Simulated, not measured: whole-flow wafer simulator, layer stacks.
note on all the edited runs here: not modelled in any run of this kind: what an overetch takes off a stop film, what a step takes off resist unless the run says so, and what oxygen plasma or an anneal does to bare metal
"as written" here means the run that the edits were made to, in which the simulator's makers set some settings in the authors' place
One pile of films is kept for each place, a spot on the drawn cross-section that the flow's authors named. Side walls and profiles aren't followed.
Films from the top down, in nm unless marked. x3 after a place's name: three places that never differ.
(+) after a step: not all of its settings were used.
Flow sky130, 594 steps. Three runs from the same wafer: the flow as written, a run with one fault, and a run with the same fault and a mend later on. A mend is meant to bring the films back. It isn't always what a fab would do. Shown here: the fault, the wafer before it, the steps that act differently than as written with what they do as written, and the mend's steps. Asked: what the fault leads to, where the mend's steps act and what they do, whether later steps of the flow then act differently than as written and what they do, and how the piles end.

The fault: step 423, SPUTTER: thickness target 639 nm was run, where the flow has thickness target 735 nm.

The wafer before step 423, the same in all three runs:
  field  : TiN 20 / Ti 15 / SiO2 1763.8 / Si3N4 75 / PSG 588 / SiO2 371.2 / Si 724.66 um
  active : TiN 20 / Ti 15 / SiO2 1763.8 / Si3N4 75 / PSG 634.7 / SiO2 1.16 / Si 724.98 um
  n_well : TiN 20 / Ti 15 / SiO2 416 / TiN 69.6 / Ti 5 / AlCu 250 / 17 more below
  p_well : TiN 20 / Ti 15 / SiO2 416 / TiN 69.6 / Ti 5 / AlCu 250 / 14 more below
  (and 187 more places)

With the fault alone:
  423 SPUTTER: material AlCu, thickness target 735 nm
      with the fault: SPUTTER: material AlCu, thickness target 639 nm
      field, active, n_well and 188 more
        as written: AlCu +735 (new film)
        with the fault: AlCu +639 (new film)
  Later steps of the flow that act differently than as written (13 more steps differ only slightly, by at most 2% or 0.5 nm, whichever is larger, and aren't shown):
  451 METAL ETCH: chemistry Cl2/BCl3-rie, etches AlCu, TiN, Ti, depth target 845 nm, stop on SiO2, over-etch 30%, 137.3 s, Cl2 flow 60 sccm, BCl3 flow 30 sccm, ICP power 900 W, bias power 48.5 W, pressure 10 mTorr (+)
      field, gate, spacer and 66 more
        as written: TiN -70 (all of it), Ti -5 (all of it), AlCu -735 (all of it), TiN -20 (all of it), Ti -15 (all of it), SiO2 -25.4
        with the fault: TiN -70 (all of it), Ti -5 (all of it), AlCu -639 (all of it), TiN -20 (all of it), Ti -15 (all of it), SiO2 -35
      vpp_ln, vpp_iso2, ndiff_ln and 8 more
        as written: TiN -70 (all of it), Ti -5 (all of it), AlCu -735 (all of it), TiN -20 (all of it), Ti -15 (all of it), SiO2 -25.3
        with the fault: TiN -70 (all of it), Ti -5 (all of it), AlCu -639 (all of it), TiN -20 (all of it), Ti -15 (all of it), SiO2 -34.9
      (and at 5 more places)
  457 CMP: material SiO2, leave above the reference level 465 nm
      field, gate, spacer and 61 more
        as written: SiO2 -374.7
        with the fault: SiO2 -461.1
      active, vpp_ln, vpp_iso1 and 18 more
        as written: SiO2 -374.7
        with the fault: SiO2 -461
  At the end the piles differ from the flow's by more than 2% or 0.5 nm, whichever is larger, at field, active, n_well and 190 more.
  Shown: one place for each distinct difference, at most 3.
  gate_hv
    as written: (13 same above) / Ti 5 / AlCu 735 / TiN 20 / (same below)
    with the fault: (13 same above) / Ti 5 / AlCu 639 / TiN 20 / (same below)
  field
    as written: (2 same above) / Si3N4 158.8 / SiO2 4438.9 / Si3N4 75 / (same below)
    with the fault: (2 same above) / Si3N4 158.8 / SiO2 4342.9 / Si3N4 75 / (same below)
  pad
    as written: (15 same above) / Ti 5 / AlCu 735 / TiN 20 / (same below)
    with the fault: (15 same above) / Ti 5 / AlCu 639 / TiN 20 / (same below)

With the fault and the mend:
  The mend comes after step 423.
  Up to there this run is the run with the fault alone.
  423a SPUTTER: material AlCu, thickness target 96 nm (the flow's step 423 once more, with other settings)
      field, active, n_well and 188 more
        AlCu +96
  No later step of the flow acts differently than as written at any place that is followed.
  At the end the piles are the same as the flow's at every place that both follow.
